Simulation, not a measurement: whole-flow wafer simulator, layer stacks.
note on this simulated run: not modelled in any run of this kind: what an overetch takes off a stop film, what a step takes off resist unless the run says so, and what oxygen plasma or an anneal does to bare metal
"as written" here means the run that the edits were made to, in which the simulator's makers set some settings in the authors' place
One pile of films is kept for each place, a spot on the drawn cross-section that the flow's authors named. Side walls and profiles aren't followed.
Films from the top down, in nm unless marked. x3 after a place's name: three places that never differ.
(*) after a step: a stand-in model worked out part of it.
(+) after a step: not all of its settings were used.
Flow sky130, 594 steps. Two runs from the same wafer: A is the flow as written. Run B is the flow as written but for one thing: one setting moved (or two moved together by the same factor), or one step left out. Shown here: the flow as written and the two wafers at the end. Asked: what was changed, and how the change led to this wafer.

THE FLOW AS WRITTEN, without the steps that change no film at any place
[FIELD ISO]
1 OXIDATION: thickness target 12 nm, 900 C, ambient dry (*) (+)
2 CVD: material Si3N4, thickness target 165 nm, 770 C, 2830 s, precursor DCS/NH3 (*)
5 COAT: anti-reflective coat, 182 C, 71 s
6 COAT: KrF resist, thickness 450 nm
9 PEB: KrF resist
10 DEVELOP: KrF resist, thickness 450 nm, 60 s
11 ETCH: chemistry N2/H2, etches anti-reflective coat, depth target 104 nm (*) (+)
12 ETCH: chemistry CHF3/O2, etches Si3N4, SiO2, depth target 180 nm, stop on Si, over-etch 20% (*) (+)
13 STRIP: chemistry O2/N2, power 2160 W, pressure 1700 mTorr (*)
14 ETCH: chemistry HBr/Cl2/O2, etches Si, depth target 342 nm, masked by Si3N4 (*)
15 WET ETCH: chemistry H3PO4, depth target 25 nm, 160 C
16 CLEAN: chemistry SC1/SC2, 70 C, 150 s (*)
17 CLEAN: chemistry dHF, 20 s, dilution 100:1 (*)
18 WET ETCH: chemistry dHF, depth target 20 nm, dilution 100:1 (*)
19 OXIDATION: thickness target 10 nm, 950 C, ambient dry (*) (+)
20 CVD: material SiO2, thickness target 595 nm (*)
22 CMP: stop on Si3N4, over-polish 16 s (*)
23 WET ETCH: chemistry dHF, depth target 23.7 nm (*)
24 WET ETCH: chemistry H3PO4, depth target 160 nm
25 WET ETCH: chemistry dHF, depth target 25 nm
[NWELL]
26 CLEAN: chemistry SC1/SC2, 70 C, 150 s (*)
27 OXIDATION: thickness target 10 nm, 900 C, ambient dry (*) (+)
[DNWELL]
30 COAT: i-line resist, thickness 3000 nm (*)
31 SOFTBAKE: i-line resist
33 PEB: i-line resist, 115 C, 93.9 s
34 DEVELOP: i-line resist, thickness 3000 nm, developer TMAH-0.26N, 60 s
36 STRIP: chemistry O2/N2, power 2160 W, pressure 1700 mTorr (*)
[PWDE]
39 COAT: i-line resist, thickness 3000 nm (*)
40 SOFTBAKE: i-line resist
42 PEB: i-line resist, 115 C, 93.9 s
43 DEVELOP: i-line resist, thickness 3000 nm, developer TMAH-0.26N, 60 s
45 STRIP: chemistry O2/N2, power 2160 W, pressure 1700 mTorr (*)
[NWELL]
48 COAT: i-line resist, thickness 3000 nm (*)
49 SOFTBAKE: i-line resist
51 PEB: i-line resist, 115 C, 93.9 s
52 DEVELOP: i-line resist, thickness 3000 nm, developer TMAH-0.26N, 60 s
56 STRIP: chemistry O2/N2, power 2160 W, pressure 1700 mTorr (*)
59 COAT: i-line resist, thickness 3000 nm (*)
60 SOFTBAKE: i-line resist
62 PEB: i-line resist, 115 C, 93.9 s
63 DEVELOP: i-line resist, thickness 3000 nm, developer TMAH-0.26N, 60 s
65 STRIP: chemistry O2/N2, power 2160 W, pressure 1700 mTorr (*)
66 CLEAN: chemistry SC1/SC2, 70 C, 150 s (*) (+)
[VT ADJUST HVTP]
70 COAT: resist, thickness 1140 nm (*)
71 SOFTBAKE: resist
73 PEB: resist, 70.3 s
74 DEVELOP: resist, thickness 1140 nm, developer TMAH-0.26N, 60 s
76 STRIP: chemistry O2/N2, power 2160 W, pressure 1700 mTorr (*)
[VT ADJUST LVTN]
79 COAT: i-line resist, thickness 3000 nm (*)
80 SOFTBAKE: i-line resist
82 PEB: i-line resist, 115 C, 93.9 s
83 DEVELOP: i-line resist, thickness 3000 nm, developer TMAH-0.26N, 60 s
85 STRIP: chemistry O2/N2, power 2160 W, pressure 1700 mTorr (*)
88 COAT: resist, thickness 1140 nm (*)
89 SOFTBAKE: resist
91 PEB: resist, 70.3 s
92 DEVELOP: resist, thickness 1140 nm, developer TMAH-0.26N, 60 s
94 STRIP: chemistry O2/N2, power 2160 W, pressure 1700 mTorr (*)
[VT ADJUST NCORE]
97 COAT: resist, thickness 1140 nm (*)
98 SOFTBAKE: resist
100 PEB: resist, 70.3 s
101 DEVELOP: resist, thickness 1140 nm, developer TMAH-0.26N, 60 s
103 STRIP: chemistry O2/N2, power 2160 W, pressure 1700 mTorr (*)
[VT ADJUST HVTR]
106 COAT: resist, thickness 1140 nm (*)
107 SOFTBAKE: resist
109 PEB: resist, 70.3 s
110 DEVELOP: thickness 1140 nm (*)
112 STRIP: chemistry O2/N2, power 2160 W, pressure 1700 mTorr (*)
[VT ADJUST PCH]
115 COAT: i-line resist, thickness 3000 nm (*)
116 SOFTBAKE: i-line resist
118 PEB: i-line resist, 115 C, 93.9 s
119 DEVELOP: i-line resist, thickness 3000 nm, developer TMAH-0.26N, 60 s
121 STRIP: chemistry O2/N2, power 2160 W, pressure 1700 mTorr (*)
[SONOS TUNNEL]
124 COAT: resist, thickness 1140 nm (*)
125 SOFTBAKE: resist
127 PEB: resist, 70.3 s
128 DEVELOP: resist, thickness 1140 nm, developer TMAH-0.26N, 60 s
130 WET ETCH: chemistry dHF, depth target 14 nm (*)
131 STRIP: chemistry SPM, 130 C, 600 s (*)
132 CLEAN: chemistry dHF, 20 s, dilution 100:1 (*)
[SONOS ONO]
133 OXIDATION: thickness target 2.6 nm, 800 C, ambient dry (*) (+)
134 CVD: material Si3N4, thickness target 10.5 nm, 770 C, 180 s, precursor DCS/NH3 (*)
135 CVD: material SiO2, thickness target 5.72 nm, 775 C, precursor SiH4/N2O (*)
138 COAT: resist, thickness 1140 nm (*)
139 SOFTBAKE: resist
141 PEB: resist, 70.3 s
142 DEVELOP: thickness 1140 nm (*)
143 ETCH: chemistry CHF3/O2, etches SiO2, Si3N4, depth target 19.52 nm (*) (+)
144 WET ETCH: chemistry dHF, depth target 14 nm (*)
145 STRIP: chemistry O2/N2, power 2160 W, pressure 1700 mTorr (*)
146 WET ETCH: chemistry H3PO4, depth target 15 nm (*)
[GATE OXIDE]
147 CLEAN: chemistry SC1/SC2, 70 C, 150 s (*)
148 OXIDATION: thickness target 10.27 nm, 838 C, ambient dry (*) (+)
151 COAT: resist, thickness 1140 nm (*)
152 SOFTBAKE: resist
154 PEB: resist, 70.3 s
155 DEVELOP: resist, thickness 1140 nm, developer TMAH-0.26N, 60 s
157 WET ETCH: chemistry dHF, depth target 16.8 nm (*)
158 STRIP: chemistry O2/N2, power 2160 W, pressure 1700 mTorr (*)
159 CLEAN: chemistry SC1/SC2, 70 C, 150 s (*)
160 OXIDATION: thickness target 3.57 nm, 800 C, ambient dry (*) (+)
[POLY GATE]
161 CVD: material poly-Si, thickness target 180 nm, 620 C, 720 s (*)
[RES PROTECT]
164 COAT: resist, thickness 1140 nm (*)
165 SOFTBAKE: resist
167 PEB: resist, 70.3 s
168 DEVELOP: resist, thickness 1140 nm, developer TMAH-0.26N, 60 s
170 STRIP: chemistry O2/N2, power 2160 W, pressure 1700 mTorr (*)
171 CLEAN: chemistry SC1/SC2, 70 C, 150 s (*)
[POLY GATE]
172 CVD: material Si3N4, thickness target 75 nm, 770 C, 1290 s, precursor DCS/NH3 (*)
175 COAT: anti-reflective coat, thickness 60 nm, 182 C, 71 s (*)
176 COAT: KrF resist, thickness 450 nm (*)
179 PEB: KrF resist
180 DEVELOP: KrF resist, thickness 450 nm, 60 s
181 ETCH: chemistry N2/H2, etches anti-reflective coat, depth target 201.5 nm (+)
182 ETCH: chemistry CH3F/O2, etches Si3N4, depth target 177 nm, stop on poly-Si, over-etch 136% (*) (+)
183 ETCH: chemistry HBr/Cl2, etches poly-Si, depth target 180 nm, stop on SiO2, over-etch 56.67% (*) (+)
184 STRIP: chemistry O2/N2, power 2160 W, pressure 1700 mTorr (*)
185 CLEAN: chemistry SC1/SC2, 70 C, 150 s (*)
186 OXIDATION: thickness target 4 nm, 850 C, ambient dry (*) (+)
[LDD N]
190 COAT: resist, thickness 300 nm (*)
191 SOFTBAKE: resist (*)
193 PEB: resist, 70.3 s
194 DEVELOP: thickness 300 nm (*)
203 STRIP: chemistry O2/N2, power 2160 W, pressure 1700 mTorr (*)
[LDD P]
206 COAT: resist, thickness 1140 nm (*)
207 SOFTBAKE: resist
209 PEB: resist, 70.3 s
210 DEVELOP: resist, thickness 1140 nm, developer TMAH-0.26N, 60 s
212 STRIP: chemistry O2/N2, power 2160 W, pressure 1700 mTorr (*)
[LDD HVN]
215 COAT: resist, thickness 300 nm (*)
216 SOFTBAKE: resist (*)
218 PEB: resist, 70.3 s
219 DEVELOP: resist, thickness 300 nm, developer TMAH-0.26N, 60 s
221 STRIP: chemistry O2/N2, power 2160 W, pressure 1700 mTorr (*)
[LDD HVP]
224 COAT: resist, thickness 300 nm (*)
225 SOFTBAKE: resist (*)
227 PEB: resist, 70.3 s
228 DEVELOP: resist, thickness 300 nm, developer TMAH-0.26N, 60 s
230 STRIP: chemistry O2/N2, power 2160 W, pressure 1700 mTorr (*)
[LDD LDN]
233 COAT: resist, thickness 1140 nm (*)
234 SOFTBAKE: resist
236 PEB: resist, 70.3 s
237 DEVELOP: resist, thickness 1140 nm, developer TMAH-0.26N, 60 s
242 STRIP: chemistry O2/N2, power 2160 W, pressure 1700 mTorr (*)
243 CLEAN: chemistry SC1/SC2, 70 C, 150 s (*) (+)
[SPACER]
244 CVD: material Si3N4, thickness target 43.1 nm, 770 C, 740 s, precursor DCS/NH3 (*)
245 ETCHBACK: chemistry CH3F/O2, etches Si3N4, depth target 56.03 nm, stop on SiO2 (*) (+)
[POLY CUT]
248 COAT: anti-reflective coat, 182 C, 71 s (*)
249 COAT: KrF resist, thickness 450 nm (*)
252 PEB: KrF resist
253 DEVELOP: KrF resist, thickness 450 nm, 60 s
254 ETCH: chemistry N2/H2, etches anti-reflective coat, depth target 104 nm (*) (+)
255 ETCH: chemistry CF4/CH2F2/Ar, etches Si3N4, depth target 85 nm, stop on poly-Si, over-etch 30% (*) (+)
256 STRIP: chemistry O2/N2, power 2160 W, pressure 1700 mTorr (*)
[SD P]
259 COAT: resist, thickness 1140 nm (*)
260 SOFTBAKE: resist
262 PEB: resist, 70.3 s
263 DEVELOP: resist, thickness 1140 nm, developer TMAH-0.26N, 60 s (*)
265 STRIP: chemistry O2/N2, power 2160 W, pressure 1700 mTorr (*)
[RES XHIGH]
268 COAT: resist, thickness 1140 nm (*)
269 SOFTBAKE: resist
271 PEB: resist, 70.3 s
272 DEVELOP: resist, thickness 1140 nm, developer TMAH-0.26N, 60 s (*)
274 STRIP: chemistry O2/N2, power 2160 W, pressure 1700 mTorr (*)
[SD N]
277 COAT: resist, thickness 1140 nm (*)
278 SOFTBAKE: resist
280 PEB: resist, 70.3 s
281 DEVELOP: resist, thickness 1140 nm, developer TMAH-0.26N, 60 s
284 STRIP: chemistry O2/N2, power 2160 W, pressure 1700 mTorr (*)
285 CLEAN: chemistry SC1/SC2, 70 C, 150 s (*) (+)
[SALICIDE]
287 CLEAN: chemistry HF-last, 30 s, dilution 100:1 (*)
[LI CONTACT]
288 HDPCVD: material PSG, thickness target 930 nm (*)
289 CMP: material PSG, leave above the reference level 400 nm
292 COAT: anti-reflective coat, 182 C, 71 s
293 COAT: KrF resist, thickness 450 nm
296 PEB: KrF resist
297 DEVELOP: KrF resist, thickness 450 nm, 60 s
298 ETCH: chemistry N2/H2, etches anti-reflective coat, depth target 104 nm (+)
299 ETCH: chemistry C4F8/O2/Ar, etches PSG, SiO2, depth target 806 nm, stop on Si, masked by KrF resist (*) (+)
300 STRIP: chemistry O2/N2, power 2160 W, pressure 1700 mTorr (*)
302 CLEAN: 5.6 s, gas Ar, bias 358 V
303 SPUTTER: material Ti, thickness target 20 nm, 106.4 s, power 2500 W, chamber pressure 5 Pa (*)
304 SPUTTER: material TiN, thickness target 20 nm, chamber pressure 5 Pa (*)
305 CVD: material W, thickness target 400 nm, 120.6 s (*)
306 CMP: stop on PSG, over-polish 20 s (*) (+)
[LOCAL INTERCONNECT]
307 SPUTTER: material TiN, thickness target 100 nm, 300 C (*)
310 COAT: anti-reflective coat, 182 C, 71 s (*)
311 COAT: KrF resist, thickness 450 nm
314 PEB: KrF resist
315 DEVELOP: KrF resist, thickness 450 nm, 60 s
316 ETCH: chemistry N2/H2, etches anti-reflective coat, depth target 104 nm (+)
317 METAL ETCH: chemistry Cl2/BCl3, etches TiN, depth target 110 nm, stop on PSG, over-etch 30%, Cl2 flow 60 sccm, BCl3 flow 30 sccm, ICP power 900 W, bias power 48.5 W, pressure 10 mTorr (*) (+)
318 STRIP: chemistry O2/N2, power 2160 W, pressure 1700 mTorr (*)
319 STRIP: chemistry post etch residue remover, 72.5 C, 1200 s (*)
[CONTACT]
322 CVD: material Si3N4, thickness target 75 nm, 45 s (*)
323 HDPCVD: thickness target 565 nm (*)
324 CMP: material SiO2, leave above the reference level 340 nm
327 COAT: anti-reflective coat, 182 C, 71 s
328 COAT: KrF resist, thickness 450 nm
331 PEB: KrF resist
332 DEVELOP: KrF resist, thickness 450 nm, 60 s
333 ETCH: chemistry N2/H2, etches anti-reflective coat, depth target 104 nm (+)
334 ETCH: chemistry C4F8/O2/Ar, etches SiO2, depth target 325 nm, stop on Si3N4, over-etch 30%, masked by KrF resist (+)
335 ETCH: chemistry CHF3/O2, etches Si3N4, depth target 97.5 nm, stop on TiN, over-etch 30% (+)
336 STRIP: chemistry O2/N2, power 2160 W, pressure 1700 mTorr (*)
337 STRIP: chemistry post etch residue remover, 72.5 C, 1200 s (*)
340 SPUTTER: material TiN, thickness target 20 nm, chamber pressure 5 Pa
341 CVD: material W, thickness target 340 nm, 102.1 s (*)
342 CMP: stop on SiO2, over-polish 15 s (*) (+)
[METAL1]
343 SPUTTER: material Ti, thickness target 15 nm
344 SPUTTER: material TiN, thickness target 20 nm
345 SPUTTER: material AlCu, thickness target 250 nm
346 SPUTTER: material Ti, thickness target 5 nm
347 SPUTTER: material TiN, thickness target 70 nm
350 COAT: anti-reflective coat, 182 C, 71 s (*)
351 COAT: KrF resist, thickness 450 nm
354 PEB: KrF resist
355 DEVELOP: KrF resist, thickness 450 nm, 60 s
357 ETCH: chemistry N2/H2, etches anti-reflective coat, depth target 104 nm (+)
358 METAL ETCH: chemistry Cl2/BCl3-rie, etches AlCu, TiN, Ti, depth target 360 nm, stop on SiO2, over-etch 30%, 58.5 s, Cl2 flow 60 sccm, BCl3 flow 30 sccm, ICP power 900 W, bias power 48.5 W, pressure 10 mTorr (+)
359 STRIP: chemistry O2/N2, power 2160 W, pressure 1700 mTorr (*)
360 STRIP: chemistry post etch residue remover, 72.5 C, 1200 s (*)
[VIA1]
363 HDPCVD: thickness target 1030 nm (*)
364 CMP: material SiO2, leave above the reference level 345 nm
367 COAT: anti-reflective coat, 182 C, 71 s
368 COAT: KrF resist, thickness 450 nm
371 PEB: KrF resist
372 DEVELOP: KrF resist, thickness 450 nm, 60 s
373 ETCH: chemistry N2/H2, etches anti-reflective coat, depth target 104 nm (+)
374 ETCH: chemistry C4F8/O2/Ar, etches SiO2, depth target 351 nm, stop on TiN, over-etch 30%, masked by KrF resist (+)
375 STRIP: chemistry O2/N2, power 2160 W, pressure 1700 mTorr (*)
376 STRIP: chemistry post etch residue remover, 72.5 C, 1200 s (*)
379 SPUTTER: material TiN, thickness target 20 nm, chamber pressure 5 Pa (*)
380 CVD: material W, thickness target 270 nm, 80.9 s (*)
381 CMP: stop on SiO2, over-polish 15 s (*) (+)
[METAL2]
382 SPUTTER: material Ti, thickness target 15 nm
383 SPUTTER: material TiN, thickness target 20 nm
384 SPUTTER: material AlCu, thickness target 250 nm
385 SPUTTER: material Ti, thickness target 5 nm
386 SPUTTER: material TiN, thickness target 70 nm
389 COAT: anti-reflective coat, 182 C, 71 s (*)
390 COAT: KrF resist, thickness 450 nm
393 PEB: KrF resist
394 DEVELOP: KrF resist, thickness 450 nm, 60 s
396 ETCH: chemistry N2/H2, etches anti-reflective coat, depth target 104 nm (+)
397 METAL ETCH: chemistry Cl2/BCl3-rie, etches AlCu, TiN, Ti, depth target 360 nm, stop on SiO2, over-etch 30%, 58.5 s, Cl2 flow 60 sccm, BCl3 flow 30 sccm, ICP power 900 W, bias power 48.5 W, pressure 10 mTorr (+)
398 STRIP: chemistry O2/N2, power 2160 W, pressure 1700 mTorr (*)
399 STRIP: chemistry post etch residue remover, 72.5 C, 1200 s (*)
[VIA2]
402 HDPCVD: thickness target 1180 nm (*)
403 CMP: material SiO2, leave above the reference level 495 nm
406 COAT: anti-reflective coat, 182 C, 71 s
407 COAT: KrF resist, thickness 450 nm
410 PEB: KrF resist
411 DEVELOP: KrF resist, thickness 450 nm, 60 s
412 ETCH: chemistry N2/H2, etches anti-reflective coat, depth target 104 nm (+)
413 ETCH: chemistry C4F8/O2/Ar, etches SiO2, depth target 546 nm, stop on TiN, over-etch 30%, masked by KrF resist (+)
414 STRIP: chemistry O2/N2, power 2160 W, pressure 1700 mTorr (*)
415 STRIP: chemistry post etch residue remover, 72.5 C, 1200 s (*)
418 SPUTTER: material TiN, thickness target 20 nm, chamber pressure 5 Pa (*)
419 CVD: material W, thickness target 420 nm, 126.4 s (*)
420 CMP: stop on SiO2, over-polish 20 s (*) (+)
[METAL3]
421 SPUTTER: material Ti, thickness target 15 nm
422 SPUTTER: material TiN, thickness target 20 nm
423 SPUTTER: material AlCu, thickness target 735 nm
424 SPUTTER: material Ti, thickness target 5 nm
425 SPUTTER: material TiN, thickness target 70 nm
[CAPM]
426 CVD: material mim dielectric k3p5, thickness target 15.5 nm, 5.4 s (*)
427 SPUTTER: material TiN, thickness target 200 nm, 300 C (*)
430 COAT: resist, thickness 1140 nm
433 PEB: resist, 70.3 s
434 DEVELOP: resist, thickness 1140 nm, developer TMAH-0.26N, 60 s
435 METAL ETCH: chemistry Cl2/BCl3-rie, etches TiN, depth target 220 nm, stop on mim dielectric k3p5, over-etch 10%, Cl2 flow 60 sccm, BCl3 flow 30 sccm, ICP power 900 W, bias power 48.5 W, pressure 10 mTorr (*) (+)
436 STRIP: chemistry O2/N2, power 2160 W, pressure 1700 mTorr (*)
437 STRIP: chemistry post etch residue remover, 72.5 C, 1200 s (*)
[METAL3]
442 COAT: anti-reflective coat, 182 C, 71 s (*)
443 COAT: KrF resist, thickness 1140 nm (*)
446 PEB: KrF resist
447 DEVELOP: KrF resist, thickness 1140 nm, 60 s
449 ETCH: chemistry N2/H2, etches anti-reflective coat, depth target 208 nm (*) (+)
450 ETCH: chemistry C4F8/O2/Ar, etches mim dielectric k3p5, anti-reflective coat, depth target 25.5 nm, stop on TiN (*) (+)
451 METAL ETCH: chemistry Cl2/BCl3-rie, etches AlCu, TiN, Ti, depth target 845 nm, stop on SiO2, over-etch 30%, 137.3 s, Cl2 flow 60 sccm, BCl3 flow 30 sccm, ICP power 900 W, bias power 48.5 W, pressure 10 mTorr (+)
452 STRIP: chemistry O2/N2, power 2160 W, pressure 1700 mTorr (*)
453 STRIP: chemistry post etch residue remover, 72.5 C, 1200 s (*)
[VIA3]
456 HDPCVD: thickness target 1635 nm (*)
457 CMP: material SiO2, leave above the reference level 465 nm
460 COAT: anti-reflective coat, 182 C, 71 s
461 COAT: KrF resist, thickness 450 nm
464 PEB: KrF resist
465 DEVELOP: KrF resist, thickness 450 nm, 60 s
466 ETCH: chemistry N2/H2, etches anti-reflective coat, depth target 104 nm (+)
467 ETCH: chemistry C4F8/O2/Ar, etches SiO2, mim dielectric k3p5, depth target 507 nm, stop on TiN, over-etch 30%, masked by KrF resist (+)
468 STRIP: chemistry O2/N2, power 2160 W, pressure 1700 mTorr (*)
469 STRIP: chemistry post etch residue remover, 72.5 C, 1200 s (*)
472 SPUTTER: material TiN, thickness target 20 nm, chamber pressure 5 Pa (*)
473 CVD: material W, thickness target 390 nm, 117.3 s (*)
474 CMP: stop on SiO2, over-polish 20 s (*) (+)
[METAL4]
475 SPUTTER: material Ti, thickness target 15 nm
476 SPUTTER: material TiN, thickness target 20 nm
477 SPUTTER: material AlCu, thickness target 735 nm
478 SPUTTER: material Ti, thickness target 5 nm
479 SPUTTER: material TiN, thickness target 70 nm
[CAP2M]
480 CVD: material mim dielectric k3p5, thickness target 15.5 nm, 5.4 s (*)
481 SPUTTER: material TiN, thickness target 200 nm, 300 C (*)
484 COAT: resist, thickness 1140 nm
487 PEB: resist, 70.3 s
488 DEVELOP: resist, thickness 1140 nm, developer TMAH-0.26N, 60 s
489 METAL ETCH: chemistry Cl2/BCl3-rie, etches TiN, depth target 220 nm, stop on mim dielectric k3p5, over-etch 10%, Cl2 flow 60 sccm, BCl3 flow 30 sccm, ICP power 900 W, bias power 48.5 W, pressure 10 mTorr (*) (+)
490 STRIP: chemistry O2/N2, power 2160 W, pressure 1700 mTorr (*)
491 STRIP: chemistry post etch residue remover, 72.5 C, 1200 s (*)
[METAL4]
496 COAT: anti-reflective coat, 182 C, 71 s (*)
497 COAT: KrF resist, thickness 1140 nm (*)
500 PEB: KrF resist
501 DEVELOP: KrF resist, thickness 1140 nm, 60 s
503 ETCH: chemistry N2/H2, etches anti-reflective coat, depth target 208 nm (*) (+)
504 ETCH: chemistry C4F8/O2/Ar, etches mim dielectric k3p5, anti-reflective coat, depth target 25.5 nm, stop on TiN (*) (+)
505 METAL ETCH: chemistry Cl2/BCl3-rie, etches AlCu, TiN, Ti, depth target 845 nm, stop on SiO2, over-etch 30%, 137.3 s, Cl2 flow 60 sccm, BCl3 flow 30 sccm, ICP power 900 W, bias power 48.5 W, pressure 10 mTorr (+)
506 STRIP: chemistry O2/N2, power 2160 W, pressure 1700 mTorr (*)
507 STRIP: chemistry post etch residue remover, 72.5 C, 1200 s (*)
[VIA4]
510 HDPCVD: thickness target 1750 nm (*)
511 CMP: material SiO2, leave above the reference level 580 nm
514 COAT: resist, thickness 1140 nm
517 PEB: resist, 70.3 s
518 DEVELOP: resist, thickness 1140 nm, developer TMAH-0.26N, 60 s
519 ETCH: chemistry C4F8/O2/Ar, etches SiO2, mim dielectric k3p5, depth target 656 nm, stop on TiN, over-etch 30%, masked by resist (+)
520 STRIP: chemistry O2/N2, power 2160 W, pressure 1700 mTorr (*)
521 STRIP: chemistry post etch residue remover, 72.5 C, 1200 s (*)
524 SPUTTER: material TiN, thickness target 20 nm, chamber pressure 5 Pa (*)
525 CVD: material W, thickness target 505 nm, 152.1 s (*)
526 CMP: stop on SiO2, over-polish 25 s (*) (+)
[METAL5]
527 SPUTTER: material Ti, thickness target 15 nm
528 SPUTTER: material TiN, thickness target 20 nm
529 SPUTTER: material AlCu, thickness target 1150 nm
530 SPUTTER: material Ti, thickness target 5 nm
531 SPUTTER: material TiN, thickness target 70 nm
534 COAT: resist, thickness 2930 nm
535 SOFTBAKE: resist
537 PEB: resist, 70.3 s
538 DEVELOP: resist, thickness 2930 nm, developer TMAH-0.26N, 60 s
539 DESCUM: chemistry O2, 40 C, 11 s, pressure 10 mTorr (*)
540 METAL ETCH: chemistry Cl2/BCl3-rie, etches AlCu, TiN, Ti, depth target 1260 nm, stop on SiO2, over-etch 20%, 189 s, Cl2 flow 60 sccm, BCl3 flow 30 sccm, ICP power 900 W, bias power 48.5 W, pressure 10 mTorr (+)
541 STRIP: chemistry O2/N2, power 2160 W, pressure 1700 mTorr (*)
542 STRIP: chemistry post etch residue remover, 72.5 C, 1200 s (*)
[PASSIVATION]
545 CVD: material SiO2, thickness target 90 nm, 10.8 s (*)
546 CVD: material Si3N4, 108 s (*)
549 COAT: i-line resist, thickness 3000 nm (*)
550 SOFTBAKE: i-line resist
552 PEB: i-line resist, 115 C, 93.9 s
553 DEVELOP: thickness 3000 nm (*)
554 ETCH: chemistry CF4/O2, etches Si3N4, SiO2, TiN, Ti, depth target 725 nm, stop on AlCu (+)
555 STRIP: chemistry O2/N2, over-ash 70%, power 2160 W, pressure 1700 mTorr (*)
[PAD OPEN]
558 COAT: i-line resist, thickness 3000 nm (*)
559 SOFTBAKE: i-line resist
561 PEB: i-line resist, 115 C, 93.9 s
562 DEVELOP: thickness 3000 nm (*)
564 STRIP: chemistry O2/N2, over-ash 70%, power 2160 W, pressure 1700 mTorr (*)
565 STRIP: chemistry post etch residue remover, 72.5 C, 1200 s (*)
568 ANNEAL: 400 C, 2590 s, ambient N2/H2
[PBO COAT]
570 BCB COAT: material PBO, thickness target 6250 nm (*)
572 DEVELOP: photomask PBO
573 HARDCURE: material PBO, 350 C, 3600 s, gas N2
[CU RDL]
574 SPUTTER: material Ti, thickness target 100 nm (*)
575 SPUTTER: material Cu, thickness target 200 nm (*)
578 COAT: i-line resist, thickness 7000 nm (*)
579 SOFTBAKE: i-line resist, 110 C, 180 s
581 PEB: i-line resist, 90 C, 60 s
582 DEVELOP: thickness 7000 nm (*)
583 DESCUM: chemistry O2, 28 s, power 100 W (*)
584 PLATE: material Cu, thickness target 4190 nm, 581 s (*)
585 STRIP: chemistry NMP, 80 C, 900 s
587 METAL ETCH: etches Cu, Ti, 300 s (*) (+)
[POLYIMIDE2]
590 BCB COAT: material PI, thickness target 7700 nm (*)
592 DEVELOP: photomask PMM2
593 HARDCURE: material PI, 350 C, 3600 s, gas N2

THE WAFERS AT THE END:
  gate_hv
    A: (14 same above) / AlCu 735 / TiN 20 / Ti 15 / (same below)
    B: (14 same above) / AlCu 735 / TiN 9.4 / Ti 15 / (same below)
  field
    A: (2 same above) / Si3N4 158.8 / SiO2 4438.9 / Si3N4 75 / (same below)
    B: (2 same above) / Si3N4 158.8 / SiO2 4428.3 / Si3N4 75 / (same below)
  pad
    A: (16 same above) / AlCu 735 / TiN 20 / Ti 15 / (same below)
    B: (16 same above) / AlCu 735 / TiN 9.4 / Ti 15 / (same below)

The cause: step 422, SPUTTER: thickness target 9.4 nm was run, where the flow has thickness target 20 nm.
It can be read off the wafer: gate_hv has TiN 9.4, and step 422 as written asks for 20 nm.

How the change led to this, step by step:
  422 SPUTTER: material TiN, thickness target 20 nm
      field, active, n_well and 188 more: A TiN +20 (new film) | B TiN +9.4 (new film)
  451 METAL ETCH: chemistry Cl2/BCl3-rie, etches AlCu, TiN, Ti, depth target 845 nm, stop on SiO2, over-etch 30%, 137.3 s, Cl2 flow 60 sccm, BCl3 flow 30 sccm, ICP power 900 W, bias power 48.5 W, pressure 10 mTorr (+)
      field, gate, spacer and 68 more: A TiN -70 (all of it), Ti -5 (all of it), AlCu -735 (all of it), TiN -20 (all of it), Ti -15 (all of it), SiO2 -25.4 | B TiN -70 (all of it), Ti -5 (all of it), AlCu -735 (all of it), TiN -9.4 (all of it), Ti -15 (all of it), SiO2 -26.4
      active, vpp_ln, vpp_iso2 and 11 more: A TiN -70 (all of it), Ti -5 (all of it), AlCu -735 (all of it), TiN -20 (all of it), Ti -15 (all of it), SiO2 -25.3 | B TiN -70 (all of it), Ti -5 (all of it), AlCu -735 (all of it), TiN -9.4 (all of it), Ti -15 (all of it), SiO2 -26.4
  457 CMP: material SiO2, leave above the reference level 465 nm
      field, active, gate and 82 more: A SiO2 -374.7 | B SiO2 -384.2
